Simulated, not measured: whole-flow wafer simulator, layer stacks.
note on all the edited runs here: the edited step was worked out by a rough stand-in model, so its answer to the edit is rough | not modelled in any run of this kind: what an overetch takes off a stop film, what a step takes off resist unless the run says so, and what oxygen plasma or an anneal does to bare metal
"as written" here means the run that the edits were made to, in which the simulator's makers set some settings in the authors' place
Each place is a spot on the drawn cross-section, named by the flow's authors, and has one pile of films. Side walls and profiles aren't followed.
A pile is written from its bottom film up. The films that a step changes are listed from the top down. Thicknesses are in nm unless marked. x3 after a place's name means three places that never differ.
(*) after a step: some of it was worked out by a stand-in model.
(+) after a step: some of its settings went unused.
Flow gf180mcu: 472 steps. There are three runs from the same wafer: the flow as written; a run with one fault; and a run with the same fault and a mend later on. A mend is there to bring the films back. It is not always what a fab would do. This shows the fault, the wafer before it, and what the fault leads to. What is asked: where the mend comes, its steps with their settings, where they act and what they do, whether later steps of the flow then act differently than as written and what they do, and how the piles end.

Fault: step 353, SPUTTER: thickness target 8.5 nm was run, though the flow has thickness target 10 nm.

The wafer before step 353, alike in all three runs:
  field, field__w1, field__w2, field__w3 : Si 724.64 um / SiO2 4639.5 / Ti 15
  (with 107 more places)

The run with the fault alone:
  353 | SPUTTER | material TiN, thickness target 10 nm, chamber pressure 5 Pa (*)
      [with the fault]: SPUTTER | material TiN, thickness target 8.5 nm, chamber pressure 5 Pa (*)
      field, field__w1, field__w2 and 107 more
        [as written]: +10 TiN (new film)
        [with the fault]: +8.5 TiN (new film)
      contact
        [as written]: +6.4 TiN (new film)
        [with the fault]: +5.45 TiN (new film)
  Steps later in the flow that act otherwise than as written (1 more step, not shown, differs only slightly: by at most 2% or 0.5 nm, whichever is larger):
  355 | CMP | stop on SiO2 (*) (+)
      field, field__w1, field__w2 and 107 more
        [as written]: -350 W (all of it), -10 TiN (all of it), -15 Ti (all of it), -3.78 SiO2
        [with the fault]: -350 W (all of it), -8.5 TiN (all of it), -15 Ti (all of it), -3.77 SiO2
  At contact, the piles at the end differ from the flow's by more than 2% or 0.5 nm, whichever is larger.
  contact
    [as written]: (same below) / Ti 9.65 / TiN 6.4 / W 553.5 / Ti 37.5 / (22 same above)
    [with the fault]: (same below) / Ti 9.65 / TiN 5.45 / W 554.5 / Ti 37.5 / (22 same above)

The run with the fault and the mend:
  The mend stands after step 353.
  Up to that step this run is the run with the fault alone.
  353a | SPUTTER | material TiN, thickness target 1.5 nm, chamber pressure 5 Pa (*) (a further turn of the flow's step 353, with different settings)
      field, field__w1, field__w2 and 107 more
        +1.5 TiN
      contact
        +0.96 TiN
  None of the later steps of the flow acts differently than as written at any place that is followed.
  The piles end the same as the flow's at every place that both follow.
